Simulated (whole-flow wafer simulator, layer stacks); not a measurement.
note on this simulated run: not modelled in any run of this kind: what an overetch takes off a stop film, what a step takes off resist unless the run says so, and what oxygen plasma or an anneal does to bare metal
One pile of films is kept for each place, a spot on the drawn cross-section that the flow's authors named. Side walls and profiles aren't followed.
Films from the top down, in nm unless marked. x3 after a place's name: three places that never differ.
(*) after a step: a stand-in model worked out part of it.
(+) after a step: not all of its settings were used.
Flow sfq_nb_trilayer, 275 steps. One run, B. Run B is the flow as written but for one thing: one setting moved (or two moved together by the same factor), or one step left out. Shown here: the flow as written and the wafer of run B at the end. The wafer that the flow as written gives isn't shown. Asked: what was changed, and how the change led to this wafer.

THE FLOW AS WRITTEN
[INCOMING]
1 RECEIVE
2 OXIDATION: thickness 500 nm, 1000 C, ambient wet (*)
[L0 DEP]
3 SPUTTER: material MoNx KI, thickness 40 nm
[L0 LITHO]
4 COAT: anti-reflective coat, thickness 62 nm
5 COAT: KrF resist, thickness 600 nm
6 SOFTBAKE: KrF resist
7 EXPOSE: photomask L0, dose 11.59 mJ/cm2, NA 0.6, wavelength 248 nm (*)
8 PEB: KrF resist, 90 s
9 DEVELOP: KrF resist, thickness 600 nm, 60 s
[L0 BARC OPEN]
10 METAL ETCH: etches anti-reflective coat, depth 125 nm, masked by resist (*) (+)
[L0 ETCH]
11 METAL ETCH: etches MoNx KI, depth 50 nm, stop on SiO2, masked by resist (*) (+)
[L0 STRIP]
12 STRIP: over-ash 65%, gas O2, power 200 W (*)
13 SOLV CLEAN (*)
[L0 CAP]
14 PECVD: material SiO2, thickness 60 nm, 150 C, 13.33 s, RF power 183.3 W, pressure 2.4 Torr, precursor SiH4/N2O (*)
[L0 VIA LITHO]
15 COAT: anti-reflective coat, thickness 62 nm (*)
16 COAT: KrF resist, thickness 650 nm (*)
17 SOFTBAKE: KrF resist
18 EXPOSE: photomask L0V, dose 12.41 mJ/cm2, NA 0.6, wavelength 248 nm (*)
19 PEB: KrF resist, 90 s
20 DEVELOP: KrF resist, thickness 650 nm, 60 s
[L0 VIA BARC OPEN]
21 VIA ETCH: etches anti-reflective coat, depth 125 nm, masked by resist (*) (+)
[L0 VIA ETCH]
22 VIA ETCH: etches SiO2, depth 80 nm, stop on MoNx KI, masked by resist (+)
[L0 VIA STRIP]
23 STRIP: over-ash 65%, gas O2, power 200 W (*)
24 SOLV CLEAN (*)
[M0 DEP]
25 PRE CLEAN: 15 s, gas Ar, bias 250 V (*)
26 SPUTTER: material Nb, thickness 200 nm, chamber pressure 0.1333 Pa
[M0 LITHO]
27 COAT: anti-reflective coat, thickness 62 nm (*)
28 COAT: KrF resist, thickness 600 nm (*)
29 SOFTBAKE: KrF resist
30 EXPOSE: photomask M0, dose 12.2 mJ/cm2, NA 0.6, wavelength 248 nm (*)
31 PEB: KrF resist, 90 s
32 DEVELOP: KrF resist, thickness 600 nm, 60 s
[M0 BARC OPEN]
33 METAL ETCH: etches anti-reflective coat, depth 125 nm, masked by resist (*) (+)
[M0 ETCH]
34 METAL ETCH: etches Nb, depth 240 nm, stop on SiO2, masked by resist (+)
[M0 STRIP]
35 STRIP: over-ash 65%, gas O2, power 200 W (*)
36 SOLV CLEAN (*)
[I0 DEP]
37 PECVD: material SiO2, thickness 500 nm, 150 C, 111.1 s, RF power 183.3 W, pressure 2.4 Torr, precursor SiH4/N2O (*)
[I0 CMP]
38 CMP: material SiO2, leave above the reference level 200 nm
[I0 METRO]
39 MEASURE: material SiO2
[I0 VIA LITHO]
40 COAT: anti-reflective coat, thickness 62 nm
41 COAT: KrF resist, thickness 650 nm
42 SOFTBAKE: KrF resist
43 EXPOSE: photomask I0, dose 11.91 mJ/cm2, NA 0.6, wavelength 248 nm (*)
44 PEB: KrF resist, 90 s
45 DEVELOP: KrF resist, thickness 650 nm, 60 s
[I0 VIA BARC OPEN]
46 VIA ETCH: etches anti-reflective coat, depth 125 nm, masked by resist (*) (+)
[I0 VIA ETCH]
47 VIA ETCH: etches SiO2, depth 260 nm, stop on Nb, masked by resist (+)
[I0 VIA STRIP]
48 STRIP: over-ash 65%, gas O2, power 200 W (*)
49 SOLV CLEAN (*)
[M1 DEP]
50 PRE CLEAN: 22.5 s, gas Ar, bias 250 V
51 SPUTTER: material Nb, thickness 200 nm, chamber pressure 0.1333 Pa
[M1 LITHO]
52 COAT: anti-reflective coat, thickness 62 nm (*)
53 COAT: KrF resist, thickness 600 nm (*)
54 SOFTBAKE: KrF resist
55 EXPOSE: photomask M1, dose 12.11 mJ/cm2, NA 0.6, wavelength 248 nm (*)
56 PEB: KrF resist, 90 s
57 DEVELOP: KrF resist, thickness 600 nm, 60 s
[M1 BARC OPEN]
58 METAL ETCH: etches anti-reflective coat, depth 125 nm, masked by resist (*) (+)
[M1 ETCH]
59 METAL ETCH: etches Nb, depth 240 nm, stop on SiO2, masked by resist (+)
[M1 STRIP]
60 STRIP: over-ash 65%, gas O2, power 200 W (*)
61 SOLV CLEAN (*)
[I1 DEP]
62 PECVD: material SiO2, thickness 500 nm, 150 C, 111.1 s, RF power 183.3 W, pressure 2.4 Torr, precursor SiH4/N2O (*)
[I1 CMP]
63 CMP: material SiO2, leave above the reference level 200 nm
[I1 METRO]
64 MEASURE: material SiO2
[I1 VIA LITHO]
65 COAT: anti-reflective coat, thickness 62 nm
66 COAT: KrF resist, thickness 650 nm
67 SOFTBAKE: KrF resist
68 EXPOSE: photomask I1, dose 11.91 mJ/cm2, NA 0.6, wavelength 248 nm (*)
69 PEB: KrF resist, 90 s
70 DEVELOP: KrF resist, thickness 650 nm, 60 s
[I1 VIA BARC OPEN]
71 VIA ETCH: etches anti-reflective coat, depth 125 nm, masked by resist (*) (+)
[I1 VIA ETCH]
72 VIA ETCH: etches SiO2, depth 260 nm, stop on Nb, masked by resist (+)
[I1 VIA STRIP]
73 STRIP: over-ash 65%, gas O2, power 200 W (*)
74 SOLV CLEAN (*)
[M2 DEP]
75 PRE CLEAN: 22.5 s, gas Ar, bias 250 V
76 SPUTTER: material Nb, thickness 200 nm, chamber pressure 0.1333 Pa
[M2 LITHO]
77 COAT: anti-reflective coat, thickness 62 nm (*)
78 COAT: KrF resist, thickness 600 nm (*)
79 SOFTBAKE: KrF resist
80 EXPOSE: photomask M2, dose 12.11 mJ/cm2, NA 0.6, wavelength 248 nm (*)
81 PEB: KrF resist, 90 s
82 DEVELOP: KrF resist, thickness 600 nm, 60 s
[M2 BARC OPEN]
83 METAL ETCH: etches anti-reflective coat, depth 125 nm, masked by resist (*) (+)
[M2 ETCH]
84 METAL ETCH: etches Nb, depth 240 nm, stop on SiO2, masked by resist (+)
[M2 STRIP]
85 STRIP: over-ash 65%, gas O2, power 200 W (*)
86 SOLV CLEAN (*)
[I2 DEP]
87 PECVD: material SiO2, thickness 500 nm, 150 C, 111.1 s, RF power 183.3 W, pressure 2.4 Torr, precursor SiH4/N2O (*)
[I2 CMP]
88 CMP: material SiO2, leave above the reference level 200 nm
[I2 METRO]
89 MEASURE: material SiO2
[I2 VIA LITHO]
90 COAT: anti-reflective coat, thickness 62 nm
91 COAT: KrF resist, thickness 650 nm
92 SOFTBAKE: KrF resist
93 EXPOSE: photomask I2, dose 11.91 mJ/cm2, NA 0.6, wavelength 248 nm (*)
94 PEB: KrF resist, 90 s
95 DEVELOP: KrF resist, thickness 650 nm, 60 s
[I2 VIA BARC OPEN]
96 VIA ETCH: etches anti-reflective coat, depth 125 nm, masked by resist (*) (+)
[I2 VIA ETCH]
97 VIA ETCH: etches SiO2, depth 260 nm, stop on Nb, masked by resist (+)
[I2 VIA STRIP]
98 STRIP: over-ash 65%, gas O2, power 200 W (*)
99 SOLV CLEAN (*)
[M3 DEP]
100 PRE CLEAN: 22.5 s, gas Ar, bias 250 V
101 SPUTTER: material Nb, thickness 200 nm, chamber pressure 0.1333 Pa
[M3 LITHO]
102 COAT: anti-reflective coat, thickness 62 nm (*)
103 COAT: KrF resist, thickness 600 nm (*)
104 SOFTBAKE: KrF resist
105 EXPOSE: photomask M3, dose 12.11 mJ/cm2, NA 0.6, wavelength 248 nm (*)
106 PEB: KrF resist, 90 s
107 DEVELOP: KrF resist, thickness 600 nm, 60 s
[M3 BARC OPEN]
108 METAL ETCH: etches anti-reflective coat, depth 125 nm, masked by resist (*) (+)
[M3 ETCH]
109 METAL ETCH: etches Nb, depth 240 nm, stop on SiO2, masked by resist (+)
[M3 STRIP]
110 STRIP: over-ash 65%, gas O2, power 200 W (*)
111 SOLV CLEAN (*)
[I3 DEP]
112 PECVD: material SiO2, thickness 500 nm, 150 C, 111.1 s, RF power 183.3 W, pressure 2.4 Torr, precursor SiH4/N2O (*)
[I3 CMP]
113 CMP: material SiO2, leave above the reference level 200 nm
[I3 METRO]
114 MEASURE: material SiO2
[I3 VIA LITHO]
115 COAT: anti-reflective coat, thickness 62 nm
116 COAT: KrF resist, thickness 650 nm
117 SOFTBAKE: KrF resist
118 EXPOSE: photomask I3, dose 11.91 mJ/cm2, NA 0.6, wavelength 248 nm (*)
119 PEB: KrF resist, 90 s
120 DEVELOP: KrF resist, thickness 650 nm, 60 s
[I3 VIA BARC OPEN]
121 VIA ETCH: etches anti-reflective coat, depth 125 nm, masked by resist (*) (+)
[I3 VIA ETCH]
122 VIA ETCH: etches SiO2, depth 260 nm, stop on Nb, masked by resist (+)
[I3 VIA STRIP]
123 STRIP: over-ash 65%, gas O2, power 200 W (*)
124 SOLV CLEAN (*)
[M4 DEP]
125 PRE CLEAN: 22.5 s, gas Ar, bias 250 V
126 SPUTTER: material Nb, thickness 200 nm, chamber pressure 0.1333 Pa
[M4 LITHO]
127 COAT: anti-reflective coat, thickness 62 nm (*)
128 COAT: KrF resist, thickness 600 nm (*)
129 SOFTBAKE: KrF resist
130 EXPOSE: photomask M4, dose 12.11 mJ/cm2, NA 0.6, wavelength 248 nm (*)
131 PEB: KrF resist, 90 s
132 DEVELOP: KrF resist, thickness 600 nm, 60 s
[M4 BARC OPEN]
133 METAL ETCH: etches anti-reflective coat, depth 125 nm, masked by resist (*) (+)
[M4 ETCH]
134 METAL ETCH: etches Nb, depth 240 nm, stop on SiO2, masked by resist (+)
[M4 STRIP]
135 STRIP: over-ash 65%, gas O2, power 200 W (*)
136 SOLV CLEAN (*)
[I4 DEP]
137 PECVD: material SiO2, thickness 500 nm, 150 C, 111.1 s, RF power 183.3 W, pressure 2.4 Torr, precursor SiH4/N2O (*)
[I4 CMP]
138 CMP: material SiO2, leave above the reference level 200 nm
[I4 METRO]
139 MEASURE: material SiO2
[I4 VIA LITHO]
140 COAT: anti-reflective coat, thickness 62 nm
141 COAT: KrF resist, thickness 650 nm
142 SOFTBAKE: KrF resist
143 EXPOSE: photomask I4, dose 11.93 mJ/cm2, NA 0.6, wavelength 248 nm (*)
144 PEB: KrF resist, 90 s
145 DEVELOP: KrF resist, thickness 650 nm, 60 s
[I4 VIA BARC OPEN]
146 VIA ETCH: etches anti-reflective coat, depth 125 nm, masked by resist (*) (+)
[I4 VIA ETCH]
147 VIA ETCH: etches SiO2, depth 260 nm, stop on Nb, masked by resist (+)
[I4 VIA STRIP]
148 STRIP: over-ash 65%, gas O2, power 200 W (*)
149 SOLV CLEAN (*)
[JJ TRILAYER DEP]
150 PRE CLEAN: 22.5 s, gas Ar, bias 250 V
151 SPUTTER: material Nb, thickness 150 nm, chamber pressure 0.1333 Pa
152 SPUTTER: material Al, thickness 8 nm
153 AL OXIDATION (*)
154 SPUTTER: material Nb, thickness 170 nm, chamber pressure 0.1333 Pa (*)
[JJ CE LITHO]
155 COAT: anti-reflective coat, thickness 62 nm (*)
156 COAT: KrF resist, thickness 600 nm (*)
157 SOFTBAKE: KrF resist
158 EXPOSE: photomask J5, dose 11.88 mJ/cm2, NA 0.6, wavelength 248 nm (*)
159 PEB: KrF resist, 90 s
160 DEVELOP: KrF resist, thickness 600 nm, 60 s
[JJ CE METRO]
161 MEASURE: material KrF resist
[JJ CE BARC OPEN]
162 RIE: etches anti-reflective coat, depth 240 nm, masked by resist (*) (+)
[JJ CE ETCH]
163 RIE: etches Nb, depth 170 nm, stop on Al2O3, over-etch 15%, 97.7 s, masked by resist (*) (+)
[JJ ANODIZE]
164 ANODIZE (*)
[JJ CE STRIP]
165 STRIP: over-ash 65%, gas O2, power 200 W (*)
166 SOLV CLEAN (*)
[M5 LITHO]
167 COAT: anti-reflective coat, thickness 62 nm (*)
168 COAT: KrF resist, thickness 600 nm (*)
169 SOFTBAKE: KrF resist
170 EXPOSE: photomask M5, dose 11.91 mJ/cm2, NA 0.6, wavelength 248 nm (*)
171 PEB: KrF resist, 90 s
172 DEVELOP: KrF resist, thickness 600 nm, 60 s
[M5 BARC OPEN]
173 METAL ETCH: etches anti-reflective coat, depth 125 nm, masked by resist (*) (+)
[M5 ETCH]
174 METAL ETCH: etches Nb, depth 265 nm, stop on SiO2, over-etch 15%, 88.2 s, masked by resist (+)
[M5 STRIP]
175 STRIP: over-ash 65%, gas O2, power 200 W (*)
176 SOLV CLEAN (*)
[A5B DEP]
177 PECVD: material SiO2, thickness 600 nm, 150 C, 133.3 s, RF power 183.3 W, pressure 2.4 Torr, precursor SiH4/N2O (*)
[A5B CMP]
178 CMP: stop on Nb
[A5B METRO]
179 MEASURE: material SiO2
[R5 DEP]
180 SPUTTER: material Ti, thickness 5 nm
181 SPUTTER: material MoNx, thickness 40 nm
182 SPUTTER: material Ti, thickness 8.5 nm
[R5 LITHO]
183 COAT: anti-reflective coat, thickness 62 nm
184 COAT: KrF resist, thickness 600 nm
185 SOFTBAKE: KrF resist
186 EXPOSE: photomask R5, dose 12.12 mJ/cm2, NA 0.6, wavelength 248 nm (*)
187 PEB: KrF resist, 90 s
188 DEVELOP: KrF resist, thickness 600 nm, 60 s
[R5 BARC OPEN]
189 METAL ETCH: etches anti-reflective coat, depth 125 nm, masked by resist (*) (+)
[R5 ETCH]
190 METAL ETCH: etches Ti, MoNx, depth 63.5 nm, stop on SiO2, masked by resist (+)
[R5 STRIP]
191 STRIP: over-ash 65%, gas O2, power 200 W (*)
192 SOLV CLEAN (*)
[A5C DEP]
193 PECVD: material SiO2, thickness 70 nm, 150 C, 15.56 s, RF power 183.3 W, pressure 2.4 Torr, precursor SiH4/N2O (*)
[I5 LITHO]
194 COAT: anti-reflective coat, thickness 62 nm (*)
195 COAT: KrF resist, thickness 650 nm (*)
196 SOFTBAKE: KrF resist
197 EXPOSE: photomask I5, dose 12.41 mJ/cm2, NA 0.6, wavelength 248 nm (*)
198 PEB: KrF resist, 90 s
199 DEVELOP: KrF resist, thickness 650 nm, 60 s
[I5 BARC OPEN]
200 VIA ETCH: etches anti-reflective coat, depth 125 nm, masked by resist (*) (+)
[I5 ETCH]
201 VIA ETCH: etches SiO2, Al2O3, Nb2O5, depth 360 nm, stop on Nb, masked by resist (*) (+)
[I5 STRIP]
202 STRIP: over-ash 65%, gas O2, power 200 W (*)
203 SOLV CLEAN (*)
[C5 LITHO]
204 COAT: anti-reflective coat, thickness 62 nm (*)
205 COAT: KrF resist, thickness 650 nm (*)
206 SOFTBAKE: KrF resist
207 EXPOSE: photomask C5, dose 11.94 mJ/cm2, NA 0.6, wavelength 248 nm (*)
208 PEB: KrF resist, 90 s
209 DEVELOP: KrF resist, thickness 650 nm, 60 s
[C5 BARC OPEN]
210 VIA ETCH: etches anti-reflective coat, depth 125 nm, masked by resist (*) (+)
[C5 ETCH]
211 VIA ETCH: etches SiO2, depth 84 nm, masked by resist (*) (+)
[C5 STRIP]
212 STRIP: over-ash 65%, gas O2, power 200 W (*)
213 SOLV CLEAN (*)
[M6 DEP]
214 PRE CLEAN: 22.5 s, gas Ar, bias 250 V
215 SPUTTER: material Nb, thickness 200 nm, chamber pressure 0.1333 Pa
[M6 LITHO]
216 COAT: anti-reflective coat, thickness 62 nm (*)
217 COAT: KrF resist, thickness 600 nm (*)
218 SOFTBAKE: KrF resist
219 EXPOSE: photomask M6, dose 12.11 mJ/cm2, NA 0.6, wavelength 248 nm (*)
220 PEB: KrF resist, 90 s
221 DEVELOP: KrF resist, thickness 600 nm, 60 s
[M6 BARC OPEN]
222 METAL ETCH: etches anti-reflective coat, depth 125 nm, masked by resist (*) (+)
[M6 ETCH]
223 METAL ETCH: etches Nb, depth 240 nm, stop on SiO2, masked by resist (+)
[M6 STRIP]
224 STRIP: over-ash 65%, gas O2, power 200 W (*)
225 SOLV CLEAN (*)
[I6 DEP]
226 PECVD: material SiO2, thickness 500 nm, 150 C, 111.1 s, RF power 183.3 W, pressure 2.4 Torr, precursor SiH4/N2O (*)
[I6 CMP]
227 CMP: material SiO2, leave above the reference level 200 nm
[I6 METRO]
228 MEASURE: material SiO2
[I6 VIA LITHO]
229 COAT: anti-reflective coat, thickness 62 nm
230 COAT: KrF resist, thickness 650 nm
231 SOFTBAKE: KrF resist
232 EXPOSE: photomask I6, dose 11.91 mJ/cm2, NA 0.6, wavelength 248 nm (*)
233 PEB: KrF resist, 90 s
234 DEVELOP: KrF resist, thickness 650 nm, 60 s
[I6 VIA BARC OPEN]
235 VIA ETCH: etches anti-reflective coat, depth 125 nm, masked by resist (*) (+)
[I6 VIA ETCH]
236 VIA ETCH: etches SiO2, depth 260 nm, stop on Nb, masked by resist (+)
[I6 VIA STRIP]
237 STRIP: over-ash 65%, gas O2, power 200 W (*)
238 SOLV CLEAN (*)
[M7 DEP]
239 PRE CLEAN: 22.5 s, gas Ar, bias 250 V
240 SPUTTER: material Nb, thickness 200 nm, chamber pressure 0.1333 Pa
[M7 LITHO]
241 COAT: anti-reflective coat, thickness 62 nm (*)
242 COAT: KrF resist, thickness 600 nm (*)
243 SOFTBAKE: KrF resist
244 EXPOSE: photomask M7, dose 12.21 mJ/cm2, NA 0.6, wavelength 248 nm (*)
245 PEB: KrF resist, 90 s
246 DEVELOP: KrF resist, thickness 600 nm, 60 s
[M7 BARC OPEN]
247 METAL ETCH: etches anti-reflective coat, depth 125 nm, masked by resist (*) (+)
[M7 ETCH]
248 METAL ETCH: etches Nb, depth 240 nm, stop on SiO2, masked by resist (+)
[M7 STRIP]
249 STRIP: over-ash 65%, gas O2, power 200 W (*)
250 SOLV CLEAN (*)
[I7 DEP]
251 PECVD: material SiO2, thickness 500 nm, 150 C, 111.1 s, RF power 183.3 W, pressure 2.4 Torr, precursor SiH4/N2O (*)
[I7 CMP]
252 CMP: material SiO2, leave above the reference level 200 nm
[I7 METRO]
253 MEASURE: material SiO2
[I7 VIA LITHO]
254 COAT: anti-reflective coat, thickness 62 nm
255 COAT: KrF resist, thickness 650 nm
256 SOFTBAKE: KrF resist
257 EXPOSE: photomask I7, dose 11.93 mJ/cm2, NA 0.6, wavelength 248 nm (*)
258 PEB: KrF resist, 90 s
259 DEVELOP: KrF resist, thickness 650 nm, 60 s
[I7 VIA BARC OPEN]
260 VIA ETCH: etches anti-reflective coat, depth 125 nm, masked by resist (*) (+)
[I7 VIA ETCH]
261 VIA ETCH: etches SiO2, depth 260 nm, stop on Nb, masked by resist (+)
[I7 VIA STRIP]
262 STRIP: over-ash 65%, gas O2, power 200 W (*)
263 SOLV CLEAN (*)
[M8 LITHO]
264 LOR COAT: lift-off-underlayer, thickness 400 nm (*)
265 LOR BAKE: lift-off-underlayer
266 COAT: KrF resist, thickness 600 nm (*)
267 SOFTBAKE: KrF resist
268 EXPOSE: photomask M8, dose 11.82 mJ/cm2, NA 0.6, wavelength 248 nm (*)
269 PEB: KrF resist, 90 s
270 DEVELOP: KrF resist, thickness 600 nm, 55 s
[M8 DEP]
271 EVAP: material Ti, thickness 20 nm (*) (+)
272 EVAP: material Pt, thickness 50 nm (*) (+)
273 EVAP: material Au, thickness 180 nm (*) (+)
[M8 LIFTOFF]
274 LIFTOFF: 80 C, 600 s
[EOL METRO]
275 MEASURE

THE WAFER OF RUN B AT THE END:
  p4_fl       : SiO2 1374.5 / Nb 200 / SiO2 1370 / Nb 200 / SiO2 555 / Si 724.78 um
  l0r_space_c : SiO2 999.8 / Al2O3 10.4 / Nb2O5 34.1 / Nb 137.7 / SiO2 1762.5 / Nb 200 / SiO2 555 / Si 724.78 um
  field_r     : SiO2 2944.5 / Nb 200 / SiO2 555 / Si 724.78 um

The cause: step 152, SPUTTER: thickness 6.6 nm was run, where the flow has thickness 8 nm.

How the change led to this, step by step:
  152 SPUTTER: material Al, thickness 8 nm
      field_l, v_sur, via_sp and 100 more: Al +6.6 (new film) (as written it would be: Al +8 (new film))
      via_wl, via_wr: Al +4.24 (new film) (as written it would be: Al +5.14 (new film))
      (and at 1 more place)
  164 ANODIZE (*)
      field_l, v_sur, via_sp and 96 more: Al2O3 +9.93, Nb2O5 +34.1 (new film), Al -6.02 (all of it), Nb -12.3 (as written it would be: Al2O3 +12.2, Nb2O5 +29.9 (new film), Al -7.42 (all of it), Nb -10.8)
      via_wl, via_wr: Al2O3 +6.04 (new film), Nb2O5 +41.8 (new film), Al -3.66 (all of it), Nb -15 (as written it would be: Al2O3 +7.52 (new film), Nb2O5 +39.2 (new film), Al -4.56 (all of it), Nb -14.1)
      (and at 1 more place)
  167 COAT: anti-reflective coat, thickness 62 nm (*)
      ce_l: anti-reflective coat +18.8 (new film) (as written it would be: anti-reflective coat +19.6 (new film))
      ce_r: anti-reflective coat +18.8 (new film) (as written it would be: anti-reflective coat +19.7 (new film))
  174 METAL ETCH: etches Nb, depth 265 nm, stop on SiO2, over-etch 15%, 88.2 s, masked by resist (+)
      field_l, r_sur, res and 50 more: Al2O3 -10.3 (all of it), Nb2O5 -34.1 (all of it), Nb -137.7 (all of it), SiO2 -12.3 (as written it would be: Al2O3 -12.6 (all of it), Nb2O5 -29.9 (all of it), Nb -139.2 (all of it), SiO2 -12.3)
  175 STRIP: over-ash 65%, gas O2, power 200 W (*)
      ce_l: KrF resist -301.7 (all of it), anti-reflective coat -18.8 (all of it) (as written it would be: KrF resist -299.6 (all of it), anti-reflective coat -19.6 (all of it))
      ce_r: KrF resist -301.9 (all of it), anti-reflective coat -18.8 (all of it) (as written it would be: KrF resist -299.9 (all of it), anti-reflective coat -19.7 (all of it))
  201 VIA ETCH: etches SiO2, Al2O3, Nb2O5, depth 360 nm, stop on Nb, masked by resist (*) (+)
      be: SiO2 -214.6 (all of it), Al2O3 -10.4 (all of it), Nb2O5 -34.1 (all of it) (as written it would be: SiO2 -216.4 (all of it), Al2O3 -12.7 (all of it), Nb2O5 -29.9 (all of it))
